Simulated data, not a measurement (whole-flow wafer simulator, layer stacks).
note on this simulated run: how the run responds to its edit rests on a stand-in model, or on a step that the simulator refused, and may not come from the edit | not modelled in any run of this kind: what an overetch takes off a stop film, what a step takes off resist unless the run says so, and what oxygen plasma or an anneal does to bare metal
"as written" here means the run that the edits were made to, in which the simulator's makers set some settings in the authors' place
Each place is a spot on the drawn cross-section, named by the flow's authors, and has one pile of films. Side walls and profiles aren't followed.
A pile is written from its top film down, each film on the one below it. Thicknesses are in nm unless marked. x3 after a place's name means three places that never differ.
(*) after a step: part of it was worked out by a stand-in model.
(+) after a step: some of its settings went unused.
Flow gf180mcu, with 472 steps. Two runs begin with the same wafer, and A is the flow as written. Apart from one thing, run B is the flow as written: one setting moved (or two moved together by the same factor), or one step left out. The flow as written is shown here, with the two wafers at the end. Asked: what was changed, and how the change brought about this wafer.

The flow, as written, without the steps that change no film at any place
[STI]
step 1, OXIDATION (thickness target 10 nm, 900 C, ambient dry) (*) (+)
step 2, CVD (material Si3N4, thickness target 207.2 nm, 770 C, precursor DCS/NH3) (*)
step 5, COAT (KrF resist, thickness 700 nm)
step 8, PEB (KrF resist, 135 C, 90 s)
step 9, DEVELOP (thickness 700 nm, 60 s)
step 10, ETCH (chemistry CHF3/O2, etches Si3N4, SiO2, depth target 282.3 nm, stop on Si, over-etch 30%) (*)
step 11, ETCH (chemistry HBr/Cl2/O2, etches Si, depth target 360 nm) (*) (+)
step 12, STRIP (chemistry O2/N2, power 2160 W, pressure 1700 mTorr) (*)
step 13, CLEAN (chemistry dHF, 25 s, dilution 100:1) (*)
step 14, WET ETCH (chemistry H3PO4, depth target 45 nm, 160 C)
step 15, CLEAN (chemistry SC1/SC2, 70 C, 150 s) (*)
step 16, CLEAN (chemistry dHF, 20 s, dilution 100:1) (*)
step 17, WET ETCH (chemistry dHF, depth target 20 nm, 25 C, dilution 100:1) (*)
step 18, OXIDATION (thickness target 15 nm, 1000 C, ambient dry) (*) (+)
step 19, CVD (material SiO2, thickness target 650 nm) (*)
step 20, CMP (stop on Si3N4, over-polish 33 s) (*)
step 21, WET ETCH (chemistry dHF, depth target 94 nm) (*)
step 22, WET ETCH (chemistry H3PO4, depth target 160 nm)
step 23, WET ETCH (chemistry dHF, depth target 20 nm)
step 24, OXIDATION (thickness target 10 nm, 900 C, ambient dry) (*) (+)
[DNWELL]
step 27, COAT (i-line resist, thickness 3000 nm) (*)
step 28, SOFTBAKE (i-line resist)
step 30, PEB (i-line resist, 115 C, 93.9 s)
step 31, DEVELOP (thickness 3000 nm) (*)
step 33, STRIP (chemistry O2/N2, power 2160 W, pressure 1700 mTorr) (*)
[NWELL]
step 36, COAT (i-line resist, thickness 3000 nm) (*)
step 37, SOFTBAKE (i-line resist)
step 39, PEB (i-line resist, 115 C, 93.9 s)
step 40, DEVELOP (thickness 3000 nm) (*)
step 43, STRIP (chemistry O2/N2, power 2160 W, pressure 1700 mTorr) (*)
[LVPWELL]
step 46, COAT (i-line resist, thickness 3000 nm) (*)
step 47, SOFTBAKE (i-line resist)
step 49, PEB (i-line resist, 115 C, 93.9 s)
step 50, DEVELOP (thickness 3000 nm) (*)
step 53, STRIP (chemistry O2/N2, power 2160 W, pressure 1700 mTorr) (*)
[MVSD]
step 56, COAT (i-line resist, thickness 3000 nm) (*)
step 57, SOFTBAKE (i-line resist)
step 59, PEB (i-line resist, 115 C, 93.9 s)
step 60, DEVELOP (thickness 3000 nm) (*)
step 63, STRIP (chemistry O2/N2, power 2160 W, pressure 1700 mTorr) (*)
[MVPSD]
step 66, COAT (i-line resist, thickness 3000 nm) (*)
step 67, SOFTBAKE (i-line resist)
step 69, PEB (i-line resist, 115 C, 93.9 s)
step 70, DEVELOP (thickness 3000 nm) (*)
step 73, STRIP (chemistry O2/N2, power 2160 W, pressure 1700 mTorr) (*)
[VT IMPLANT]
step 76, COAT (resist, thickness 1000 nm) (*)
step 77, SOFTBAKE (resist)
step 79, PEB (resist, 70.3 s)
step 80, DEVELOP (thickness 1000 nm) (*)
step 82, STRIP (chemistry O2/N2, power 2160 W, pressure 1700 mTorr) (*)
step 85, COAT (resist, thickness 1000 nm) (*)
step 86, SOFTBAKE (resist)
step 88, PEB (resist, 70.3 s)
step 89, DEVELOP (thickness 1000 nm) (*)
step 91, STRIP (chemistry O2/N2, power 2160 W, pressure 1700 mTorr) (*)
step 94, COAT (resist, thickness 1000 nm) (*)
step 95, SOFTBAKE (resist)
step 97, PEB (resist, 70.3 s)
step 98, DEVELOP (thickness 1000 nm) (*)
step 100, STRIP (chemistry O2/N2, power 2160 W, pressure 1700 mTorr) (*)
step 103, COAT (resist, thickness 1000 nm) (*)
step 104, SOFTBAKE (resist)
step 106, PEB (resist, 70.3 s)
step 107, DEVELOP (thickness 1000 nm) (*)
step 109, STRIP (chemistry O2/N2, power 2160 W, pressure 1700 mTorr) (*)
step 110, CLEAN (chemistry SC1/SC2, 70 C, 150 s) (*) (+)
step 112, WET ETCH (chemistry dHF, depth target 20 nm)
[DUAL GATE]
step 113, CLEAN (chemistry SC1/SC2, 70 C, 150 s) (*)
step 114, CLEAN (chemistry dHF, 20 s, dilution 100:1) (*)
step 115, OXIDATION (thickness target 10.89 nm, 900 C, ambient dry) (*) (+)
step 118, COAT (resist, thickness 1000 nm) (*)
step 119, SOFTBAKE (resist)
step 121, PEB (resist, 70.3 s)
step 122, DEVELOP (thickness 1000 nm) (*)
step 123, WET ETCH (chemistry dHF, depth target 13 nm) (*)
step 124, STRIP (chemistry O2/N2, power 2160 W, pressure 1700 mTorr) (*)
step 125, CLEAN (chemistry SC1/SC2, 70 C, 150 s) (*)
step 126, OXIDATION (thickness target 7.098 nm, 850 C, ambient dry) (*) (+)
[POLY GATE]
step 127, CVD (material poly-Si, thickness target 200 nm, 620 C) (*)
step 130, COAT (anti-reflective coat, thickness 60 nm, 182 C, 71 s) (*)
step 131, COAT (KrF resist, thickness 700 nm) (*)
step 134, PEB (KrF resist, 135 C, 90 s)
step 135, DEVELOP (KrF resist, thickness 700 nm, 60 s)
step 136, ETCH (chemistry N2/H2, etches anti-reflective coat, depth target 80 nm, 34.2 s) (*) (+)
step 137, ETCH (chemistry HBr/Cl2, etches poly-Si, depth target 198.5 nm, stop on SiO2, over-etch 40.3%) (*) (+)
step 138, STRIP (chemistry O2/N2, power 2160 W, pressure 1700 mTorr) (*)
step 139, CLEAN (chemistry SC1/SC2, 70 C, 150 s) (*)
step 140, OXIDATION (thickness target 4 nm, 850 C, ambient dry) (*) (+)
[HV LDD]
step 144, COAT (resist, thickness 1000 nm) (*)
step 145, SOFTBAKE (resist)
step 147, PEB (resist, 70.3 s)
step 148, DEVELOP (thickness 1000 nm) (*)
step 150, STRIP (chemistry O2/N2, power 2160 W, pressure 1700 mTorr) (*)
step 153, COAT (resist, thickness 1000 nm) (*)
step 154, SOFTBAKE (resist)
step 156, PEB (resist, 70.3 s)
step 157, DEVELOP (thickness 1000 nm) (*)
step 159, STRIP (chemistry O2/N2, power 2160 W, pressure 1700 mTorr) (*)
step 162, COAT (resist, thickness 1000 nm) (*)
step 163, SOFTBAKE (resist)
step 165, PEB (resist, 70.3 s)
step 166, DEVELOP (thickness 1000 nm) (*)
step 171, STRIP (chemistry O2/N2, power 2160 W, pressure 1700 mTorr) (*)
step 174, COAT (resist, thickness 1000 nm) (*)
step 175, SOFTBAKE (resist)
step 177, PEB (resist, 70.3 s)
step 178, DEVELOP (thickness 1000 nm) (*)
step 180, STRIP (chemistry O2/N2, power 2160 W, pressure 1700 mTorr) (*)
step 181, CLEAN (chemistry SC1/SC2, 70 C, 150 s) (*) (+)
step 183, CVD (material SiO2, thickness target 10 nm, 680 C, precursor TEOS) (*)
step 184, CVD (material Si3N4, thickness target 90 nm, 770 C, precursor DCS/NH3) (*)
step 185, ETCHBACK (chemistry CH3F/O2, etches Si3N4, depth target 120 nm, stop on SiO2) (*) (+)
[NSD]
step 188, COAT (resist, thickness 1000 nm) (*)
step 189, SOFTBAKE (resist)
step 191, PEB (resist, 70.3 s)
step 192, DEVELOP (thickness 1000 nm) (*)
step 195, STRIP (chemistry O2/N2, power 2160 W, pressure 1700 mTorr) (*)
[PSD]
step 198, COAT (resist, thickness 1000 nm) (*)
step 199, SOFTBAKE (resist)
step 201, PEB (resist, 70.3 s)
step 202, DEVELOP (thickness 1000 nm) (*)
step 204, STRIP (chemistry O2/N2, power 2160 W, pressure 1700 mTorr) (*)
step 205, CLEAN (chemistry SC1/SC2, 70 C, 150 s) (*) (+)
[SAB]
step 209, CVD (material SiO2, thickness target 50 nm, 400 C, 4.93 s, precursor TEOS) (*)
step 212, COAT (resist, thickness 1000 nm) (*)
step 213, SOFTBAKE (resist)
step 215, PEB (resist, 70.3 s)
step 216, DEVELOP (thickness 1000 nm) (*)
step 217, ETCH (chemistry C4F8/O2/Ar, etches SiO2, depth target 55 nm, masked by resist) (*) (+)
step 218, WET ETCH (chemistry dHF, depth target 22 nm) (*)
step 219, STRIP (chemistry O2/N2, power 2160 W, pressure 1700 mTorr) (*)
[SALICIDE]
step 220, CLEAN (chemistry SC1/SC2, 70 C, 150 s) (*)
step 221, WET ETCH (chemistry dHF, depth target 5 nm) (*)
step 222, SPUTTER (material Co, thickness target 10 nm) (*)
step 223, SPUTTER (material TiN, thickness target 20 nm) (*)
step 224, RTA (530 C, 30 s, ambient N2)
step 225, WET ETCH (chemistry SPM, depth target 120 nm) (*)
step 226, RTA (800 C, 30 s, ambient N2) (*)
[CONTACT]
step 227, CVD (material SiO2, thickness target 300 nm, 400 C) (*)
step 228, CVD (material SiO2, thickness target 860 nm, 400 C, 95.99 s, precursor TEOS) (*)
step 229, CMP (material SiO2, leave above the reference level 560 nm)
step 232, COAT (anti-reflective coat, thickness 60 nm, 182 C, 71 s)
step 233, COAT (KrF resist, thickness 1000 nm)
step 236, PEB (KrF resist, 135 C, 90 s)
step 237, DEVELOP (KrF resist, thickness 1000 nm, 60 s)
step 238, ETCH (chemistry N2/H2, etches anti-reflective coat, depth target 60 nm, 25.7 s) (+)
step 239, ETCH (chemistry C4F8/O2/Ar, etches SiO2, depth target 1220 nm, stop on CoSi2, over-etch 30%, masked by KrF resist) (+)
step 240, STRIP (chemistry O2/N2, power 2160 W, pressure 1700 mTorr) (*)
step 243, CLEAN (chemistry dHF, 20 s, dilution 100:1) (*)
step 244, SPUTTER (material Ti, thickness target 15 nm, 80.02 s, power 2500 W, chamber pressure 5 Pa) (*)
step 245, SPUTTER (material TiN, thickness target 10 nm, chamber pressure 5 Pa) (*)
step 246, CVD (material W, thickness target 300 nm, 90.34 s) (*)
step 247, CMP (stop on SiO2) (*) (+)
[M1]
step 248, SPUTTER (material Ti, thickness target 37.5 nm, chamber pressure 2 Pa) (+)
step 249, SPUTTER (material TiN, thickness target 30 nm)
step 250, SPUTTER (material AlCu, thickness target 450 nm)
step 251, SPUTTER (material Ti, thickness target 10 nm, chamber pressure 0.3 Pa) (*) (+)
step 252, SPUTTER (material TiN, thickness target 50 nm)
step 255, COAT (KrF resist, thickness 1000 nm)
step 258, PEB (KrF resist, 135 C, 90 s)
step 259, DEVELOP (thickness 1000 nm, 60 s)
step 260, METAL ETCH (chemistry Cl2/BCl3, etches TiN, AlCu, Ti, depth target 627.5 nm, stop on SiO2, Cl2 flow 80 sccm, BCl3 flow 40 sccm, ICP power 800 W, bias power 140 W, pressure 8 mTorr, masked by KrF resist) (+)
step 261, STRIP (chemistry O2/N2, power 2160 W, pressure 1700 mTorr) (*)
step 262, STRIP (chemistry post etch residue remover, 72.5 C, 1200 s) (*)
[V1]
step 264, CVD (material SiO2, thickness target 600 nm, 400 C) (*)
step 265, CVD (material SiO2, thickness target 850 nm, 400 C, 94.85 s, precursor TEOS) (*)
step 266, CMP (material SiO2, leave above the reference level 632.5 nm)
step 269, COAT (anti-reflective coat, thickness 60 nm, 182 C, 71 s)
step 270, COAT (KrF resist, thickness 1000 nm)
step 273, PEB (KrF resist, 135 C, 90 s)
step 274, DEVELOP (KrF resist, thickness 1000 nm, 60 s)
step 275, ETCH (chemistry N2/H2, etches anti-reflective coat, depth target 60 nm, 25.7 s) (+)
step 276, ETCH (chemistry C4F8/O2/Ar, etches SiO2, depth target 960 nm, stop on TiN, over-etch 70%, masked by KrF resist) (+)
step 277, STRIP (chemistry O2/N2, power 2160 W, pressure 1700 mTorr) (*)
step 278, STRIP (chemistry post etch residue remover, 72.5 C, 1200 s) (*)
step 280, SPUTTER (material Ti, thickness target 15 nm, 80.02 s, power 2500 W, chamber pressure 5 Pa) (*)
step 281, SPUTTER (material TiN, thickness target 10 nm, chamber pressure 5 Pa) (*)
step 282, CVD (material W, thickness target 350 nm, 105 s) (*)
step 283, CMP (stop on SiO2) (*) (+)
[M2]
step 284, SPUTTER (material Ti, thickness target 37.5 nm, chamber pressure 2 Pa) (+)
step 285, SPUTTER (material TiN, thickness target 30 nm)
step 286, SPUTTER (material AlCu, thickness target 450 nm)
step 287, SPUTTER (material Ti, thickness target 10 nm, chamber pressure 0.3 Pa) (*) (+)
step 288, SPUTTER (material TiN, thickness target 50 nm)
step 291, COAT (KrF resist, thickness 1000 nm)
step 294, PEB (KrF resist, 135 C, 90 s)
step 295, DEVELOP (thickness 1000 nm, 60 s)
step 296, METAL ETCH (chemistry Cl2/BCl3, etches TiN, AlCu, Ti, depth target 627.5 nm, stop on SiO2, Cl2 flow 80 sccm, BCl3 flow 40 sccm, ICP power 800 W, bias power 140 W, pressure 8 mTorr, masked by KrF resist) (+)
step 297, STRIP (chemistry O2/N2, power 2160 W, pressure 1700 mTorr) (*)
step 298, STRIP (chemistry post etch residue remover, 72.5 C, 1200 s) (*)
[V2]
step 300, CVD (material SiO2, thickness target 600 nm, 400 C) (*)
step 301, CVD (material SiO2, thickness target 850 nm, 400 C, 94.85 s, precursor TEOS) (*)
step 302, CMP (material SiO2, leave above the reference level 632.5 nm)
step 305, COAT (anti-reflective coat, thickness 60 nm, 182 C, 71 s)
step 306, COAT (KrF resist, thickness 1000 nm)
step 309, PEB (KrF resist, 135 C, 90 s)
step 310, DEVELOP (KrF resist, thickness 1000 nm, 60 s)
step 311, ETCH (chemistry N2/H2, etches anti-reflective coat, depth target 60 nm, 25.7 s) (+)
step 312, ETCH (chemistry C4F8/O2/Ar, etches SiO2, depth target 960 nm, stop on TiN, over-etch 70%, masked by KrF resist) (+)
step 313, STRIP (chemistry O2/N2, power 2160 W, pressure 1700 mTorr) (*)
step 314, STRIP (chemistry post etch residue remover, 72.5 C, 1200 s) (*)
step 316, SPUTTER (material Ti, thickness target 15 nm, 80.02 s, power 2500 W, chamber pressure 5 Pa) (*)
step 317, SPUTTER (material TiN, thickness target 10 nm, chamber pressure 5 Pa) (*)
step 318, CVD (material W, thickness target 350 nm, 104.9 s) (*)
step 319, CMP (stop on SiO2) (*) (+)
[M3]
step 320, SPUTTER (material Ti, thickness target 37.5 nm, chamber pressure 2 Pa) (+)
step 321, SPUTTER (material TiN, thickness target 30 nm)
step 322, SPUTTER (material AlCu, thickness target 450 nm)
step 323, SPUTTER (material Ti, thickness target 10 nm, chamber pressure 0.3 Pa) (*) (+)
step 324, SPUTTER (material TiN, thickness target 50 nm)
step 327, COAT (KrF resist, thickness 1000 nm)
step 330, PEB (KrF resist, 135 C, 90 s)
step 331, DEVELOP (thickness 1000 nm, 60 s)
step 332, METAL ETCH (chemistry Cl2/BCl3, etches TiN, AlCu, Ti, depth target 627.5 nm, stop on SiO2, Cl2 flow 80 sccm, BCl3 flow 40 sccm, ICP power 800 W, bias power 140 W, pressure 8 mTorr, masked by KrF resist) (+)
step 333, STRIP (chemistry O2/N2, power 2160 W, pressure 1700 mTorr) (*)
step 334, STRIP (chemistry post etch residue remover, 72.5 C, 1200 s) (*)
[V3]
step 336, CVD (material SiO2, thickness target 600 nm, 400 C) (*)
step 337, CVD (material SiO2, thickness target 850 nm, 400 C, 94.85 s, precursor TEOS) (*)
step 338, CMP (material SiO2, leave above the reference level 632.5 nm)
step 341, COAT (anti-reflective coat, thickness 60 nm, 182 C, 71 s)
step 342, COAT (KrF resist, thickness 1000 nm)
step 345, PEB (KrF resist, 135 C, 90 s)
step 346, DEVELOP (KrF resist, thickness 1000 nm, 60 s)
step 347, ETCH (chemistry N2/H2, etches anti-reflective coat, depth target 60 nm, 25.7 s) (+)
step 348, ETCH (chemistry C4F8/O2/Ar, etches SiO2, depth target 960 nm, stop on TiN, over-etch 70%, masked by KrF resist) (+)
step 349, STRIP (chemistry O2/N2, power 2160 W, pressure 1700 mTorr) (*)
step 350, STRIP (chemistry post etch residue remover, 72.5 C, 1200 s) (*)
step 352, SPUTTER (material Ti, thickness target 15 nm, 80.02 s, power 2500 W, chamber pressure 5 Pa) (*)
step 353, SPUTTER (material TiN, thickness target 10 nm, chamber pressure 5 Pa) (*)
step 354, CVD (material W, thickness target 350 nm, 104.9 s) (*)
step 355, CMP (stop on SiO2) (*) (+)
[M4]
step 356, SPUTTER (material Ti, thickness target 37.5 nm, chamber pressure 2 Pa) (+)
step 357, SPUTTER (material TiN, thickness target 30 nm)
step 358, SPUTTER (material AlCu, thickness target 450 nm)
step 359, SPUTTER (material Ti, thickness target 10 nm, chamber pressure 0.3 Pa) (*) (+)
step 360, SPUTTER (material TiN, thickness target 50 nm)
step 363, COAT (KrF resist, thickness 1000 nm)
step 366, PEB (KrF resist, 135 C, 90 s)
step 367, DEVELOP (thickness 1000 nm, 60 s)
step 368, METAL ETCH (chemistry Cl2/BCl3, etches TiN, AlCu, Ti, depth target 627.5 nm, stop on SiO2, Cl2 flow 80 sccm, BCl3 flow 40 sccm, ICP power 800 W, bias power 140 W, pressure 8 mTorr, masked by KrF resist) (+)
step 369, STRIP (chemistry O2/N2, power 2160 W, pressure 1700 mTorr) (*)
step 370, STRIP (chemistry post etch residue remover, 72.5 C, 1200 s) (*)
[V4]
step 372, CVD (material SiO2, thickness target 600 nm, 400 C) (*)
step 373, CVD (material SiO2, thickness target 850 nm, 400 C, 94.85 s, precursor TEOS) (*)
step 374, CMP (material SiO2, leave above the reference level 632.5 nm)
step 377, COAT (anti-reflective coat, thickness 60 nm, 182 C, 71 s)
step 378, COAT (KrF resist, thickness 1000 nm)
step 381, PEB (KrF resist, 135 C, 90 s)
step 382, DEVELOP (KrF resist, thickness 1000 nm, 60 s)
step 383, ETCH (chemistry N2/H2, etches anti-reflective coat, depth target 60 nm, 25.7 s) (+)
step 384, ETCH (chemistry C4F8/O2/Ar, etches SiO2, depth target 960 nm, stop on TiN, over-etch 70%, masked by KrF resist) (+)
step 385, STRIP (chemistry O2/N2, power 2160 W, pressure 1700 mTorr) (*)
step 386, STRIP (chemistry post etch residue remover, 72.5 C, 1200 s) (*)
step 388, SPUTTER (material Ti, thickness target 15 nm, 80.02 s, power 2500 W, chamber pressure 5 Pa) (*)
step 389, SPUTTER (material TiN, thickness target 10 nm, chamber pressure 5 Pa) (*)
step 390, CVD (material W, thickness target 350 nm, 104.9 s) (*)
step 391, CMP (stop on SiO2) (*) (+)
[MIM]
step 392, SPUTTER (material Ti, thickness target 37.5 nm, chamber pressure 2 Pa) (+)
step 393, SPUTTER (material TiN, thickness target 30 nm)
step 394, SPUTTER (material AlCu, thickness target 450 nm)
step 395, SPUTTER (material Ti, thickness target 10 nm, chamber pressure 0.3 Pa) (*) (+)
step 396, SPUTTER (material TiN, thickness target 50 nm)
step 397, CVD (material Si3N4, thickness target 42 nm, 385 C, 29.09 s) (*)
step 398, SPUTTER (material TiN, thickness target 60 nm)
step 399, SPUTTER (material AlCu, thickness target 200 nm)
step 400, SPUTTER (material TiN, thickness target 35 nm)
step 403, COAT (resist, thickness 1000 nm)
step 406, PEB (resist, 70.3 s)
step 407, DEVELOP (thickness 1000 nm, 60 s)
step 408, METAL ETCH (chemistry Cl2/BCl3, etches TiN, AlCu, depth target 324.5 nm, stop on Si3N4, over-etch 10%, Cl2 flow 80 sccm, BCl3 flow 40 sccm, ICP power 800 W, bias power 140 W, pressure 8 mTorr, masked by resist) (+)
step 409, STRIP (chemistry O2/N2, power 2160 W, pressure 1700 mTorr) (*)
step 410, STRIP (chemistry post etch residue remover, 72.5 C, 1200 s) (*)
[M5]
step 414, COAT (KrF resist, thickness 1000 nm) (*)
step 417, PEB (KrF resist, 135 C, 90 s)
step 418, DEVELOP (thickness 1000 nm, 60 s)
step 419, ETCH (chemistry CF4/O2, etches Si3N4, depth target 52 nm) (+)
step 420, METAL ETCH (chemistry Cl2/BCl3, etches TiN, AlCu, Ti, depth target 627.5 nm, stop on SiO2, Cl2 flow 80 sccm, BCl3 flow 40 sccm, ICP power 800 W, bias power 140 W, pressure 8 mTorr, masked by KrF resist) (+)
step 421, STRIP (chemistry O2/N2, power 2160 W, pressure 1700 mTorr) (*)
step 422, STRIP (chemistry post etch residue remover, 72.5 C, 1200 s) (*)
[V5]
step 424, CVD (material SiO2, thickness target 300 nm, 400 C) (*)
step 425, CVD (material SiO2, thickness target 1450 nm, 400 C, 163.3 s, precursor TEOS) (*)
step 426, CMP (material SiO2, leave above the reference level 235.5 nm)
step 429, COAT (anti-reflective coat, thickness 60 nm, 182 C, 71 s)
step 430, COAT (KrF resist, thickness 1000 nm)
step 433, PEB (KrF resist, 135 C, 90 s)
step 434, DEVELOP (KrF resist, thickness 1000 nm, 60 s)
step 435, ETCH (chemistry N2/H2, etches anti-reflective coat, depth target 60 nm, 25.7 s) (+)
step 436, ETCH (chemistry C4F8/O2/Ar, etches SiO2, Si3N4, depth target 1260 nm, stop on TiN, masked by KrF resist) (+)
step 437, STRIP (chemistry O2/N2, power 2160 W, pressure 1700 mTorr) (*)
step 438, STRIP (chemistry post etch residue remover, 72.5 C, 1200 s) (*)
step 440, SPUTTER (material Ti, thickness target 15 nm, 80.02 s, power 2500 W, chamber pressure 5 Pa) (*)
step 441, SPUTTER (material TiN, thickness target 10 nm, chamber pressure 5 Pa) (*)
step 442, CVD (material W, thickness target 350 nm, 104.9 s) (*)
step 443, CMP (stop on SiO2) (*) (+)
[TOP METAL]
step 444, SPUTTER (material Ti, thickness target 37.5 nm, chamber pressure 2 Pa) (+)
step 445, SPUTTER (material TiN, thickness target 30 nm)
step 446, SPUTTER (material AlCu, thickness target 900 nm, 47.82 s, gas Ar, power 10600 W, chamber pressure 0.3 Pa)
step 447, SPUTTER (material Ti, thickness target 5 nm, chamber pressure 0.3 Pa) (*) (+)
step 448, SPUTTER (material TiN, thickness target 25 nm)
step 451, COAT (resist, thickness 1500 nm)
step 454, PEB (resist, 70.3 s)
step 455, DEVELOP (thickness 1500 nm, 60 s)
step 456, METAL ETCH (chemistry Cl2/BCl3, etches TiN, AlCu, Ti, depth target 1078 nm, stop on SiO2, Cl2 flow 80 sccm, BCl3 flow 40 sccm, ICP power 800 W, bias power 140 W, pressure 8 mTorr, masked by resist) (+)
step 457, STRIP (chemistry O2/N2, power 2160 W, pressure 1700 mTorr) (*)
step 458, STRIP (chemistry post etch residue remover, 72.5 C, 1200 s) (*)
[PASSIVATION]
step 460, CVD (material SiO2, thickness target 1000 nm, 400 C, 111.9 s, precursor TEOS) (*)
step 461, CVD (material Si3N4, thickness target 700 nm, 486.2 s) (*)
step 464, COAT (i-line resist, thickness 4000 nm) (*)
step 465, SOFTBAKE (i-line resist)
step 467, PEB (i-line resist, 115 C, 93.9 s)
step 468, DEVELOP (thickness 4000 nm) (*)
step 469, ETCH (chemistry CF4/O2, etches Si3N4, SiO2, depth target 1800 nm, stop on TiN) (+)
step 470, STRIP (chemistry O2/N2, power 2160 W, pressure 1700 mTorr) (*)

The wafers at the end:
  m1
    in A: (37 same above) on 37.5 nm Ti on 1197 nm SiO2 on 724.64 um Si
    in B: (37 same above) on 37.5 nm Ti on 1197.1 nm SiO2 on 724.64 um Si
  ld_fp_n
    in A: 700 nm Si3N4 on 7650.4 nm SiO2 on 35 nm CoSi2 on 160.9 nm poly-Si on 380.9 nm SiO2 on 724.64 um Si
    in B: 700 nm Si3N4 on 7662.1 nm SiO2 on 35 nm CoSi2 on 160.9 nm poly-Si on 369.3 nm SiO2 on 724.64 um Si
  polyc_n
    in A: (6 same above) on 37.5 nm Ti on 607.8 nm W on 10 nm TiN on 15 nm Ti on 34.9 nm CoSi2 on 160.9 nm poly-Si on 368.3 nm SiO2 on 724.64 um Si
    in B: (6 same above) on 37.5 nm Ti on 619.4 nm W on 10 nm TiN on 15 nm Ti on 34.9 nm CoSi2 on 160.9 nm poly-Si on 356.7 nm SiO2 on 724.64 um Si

Cause: step 23, WET ETCH: depth target 29 nm was run, while the flow as written has depth target 20 nm.

How this came from the change, step by step:
  step 23, WET ETCH (chemistry dHF, depth target 20 nm)
      field, field_sub, sti and 34 more: A SiO2 loses 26 | B SiO2 loses 37.7
  step 28, SOFTBAKE (i-line resist)
      nw_enc_fld: A i-line resist loses 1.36 | B i-line resist gains 2.52
      ldn_fp, ldn_drn: A i-line resist gains 4.83 | B i-line resist gains 3.44
      (and at 36 other places as well)
  step 37, SOFTBAKE (i-line resist)
      nw_enc_fld: A i-line resist loses 1.36 | B i-line resist gains 2.52
      ldn_fp, ldn_drn: A i-line resist gains 4.83 | B i-line resist gains 3.44
      (and at 36 other places as well)
  step 47, SOFTBAKE (i-line resist)
      nw_enc_fld: A i-line resist loses 1.36 | B i-line resist gains 2.52
      ldn_fp, ldn_drn: A i-line resist gains 4.83 | B i-line resist gains 3.44
      (and at 36 other places as well)
  step 57, SOFTBAKE (i-line resist)
      nw_enc_fld: A i-line resist loses 1.36 | B i-line resist gains 2.52
      ldn_fp, ldn_drn: A i-line resist gains 4.83 | B i-line resist gains 3.44
      (and at 36 other places as well)
  step 67, SOFTBAKE (i-line resist)
      nw_enc_fld: A i-line resist loses 1.36 | B i-line resist gains 2.52
      ldn_fp, ldn_drn: A i-line resist gains 4.83 | B i-line resist gains 3.44
      (and at 36 other places as well)
  step 77, SOFTBAKE (resist)
      gate_p_hv: A resist gains 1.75 | B resist gains 1.15
      iso_ptap_sub: A resist gains 1.9 | B resist gains 1.35
  step 86, SOFTBAKE (resist)
      gate_p_hv: A resist gains 1.75 | B resist gains 1.15
      iso_ptap_sub: A resist gains 1.9 | B resist gains 1.35
  step 95, SOFTBAKE (resist)
      gate_p_hv: A resist gains 1.75 | B resist gains 1.15
      iso_ptap_sub: A resist gains 1.9 | B resist gains 1.35
  step 104, SOFTBAKE (resist)
      gate_p_hv: A resist gains 1.75 | B resist gains 1.15
      iso_ptap_sub: A resist gains 1.9 | B resist gains 1.35
  step 119, SOFTBAKE (resist)
      field_sub: A resist loses 0.73 | B resist loses 0.2
      gate_p_hv: A resist gains 0.83 | B resist gains 0.22
      (and at 1 other place as well)
  step 130, COAT (anti-reflective coat, thickness 60 nm, 182 C, 71 s) (*)
      p_well, spacer, sd_n: A anti-reflective coat gains 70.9 (new film) | B anti-reflective coat gains 59.7 (new film)
      field__w1: A anti-reflective coat gains 50.8 (new film) | B anti-reflective coat gains 56.5 (new film)
      (and at 72 other places as well)
  step 136, ETCH (chemistry N2/H2, etches anti-reflective coat, depth target 80 nm, 34.2 s) (*) (+)
      p_well, spacer, sd_n: A anti-reflective coat loses 70.9 (all of it), poly-Si loses 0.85 | B anti-reflective coat loses 59.7 (all of it), poly-Si loses 1.14
      field__w1: A anti-reflective coat loses 50.8 (all of it), poly-Si loses 1.37 | B anti-reflective coat loses 56.5 (all of it), poly-Si loses 1.22
      (and at 51 other places as well)
  step 138, STRIP (chemistry O2/N2, power 2160 W, pressure 1700 mTorr) (*)
      gate: A chemical SiO2 gains 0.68 (new film), KrF resist loses 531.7 (all of it), anti-reflective coat loses 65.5 (all of it), poly-Si loses 0.3 | B chemical SiO2 gains 0.69 (new film), KrF resist loses 530.3 (all of it), anti-reflective coat loses 60.4 (all of it), poly-Si loses 0.3
      gate_hv: A chemical SiO2 gains 0.68 (new film), KrF resist loses 528.4 (all of it), anti-reflective coat loses 61 (all of it), poly-Si loses 0.3 | B chemical SiO2 gains 0.69 (new film), KrF resist loses 525.5 (all of it), anti-reflective coat loses 59.3 (all of it), poly-Si loses 0.3
      (and at 19 other places as well)
  step 144, COAT (resist, thickness 1000 nm) (*)
      field__w6: A resist gains 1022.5 (new film) | B resist gains 1052 (new film)
  step 145, SOFTBAKE (resist)
      field: A resist loses 0.3 | B resist gains 2.82
      nw_enc_fld_lv__w3: A resist gains 2.63 | B resist loses 0.94
      (and at 5 other places as well)
  ... another 20 steps ...
  step 229, CMP (material SiO2, leave above the reference level 560 nm)
      ldn_sep__w1, ldn_sep__w2, ldn_dft and 8 more: A SiO2 loses 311 | B SiO2 loses 299.3
      sti, mim_1p0, pad, dice_street, iso_nw_fld, iso_fld_sub: A SiO2 loses 296.8 | B SiO2 loses 285.2
      (and at 50 other places as well)
